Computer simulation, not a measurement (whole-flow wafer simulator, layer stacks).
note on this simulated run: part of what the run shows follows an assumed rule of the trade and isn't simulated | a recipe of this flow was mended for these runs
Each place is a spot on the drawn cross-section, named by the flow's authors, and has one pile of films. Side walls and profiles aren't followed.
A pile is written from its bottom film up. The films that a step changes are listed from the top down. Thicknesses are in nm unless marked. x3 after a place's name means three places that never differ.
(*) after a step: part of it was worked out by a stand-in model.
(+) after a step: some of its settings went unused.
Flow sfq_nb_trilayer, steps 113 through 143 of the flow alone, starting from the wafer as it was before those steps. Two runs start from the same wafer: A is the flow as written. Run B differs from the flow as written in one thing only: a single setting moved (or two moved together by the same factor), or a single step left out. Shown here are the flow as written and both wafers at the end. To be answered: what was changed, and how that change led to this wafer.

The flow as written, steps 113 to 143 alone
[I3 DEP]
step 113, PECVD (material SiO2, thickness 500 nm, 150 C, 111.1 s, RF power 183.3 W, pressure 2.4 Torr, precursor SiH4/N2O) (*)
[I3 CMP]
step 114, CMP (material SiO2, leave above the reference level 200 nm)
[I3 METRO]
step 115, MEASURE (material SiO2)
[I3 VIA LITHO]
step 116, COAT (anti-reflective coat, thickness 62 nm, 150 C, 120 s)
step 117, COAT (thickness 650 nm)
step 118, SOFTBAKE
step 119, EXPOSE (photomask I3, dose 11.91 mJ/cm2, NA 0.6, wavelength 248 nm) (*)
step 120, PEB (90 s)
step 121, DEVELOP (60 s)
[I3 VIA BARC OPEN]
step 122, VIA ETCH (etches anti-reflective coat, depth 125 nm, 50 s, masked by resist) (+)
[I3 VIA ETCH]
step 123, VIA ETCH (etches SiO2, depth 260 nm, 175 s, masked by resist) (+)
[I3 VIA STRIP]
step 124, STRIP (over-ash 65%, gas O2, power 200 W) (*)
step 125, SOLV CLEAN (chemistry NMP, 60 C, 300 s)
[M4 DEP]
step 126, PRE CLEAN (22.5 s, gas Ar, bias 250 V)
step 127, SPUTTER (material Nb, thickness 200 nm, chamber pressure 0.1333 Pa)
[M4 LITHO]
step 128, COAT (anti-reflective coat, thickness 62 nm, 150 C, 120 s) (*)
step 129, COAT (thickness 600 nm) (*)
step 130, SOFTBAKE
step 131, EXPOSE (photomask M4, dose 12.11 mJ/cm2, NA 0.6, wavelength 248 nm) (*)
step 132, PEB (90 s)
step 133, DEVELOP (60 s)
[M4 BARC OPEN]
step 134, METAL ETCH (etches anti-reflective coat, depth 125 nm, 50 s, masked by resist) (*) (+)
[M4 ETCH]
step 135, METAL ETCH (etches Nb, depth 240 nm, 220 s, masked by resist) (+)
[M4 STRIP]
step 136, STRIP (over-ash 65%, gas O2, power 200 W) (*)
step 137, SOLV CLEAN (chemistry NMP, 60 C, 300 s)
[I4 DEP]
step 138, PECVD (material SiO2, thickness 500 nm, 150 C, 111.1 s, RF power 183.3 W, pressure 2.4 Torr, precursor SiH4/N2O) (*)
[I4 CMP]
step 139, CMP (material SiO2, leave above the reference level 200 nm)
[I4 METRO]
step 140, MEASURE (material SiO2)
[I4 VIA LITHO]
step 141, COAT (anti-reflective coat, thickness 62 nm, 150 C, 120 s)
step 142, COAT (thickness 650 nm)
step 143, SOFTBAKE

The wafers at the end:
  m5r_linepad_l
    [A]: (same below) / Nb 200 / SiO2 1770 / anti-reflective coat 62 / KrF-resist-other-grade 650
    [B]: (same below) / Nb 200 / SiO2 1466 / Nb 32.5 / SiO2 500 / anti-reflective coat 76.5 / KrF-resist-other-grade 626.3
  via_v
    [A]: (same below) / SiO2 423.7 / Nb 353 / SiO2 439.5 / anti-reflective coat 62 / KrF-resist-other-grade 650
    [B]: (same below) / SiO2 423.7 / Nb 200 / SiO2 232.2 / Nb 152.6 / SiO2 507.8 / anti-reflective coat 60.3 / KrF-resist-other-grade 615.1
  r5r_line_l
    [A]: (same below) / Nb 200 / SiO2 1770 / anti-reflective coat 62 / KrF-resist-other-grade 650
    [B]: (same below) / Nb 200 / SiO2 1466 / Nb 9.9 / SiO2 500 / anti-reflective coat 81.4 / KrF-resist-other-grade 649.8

Cause: step 114, CMP: material SiO2, leave above the reference level 200 nm, was omitted.

How this came from the change, step by step:
  step 116, COAT (anti-reflective coat, thickness 62 nm, 150 C, 120 s)
      m0r_line_l x3, m0r_line_r x3: A anti-reflective coat gains 62 (new film) | B anti-reflective coat gains 30.4 (new film)
      m0r_space_l, m0r_space_r, m6r_space_l x2, m6r_space_r x2: A anti-reflective coat gains 62 (new film) | B anti-reflective coat gains 107.5 (new film)
      (as well as at 91 more places)
  step 117, COAT (thickness 650 nm)
      m0r_line_l x3, m0r_line_r x3: A KrF-resist-other-grade gains 650 (new film) | B KrF-resist-other-grade gains 726.1 (new film)
      c5j, r_end, lsp_l: A KrF-resist-other-grade gains 650 (new film) | B KrF-resist-other-grade gains 668 (new film)
      (as well as at 87 more places)
  step 121, DEVELOP (60 s)
      via_v: A KrF-resist-other-grade loses 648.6 (all of it) | B KrF-resist-other-grade loses 579.9 (all of it)
  step 122, VIA ETCH (etches anti-reflective coat, depth 125 nm, 50 s, masked by resist) (+)
      via_v: A anti-reflective coat loses 62 (all of it), SiO2 loses 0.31 | B anti-reflective coat loses 58.3 (all of it), SiO2 loses 0.33
  step 123, VIA ETCH (etches SiO2, depth 260 nm, 175 s, masked by resist) (+)
      via_v: A SiO2 loses 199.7 (all of it), Nb loses 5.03 | B SiO2 loses 260
  step 124, STRIP (over-ash 65%, gas O2, power 200 W) (*)
      m0r_line_l x3, m0r_line_r x3: A KrF-resist-other-grade loses 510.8 (all of it), anti-reflective coat loses 62 (all of it) | B KrF-resist-other-grade loses 586.8 (all of it), anti-reflective coat loses 30.4 (all of it)
      m0r_space_l, m0r_space_r, m6r_space_l x2, m6r_space_r x2: A KrF-resist-other-grade loses 510.8 (all of it), anti-reflective coat loses 62 (all of it) | B KrF-resist-other-grade loses 522.7 (all of it), anti-reflective coat loses 107.5 (all of it)
      (as well as at 93 more places)
  step 126, PRE CLEAN (22.5 s, gas Ar, bias 250 V)
      via_v: A Nb loses 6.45 | B SiO2 loses 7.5
  step 127, SPUTTER (material Nb, thickness 200 nm, chamber pressure 0.1333 Pa)
      via_v: A Nb gains 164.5 | B Nb gains 152.6 (new film)
      via_w: A Nb gains 200 (new film) | B Nb gains 183.4 (new film)
  step 128, COAT (anti-reflective coat, thickness 62 nm, 150 C, 120 s) (*)
      r_sur, moat, field_r: A anti-reflective coat gains 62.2 (new film) | B anti-reflective coat gains 63.7 (new film)
      ln_m5, lsp_m, ln_m6: A anti-reflective coat gains 62.3 (new film) | B anti-reflective coat gains 63.6 (new film)
      (as well as at 94 more places)
  step 129, COAT (thickness 600 nm) (*)
      m0r_line_l x3: A KrF-resist-other-grade gains 600 (new film) | B KrF-resist-other-grade gains 673.8 (new film)
      m0r_space_r, m6r_space_r x2: A KrF-resist-other-grade gains 600 (new film) | B KrF-resist-other-grade gains 613 (new film)
      (as well as at 93 more places)
  step 133, DEVELOP (60 s)
      m0r_line_l x3: A KrF-resist-other-grade loses 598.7 (all of it) | B KrF-resist-other-grade loses 672.4 (all of it)
      m0r_space_r, m6r_space_r x2: A KrF-resist-other-grade loses 598.7 (all of it) | B KrF-resist-other-grade loses 611.7 (all of it)
      (as well as at 55 more places)
  step 134, METAL ETCH (etches anti-reflective coat, depth 125 nm, 50 s, masked by resist) (*) (+)
      wl_f_sl, m5r_linepad_l, m5r_linepad_r, r5r_line_l, r5r_spacepad_l, r5r_spacepad_r, m8r_pad_l, m8r_pad_r: A anti-reflective coat loses 62 (all of it) | B anti-reflective coat loses 125
      field_l: A anti-reflective coat loses 61.6 (all of it) | B anti-reflective coat loses 125
      (as well as at 53 more places)
  step 135, METAL ETCH (etches Nb, depth 240 nm, 220 s, masked by resist) (+)
      m5r_linepad_l, m5r_linepad_r: A Nb loses 200 (all of it), SiO2 loses 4 | B anti-reflective coat loses 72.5 (all of it), Nb loses 167.5
      r5r_spacepad_l, r5r_spacepad_r: A Nb loses 200 (all of it), SiO2 loses 4 | B anti-reflective coat loses 71.5 (all of it), Nb loses 168.5
      (as well as at 5 more places)
  step 136, STRIP (over-ash 65%, gas O2, power 200 W) (*)
      v_sur: A KrF-resist-other-grade loses 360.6 (all of it), anti-reflective coat loses 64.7 (all of it) | B KrF-resist-other-grade loses 288.6 (all of it), anti-reflective coat loses 39.8 (all of it)
      via_wl: A KrF-resist-other-grade loses 357.4 (all of it), anti-reflective coat loses 67.6 (all of it) | B KrF-resist-other-grade loses 310.7 (all of it), anti-reflective coat loses 21.7 (all of it)
      (as well as at 37 more places)
  step 138, PECVD (material SiO2, thickness 500 nm, 150 C, 111.1 s, RF power 183.3 W, pressure 2.4 Torr, precursor SiH4/N2O) (*)
      m5r_linepad_l, m5r_linepad_r, r5r_line_l, r5r_spacepad_l, r5r_spacepad_r, m8r_pad_l, m8r_pad_r: A SiO2 gains 500 | B SiO2 gains 500 (new film)
      p3_s0, p3_s1, p3_s2, p3_s3, p3_s4, p3_s5: A SiO2 gains 561.1 | B SiO2 gains 704
      (as well as at 1 more place)
  step 139, CMP (material SiO2, leave above the reference level 200 nm)
      field_l, be, be_sur and 55 more: A SiO2 loses 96 | B nothing
      lsp_r, l0_sur, l0v: A SiO2 loses 87.7 | B nothing
      (as well as at 10 more places)
  ... 1 other step ...
  step 142, COAT (thickness 650 nm)
      m0r_line_l x3: A KrF-resist-other-grade gains 650 (new film) | B KrF-resist-other-grade gains 678 (new film)
      m0r_line_r x3: A KrF-resist-other-grade gains 650 (new film) | B KrF-resist-other-grade gains 677.6 (new film)
      (as well as at 50 more places)
Taking metal films that touch as one body, m5r_linepad_l has 2 bodies (between them, from the top down: SiO2 1466); the flow as written gives 1 body.
Taking metal films that touch as one body, via_v has 4 bodies (between them, from the top down: SiO2 232.2; SiO2 423.7; SiO2 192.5); the flow as written gives 3 bodies (between them, from the top down: SiO2 423.7; SiO2 192.5).
Taking metal films that touch as one body, r5r_line_l has 2 bodies (between them, from the top down: SiO2 1466); the flow as written gives 1 body.
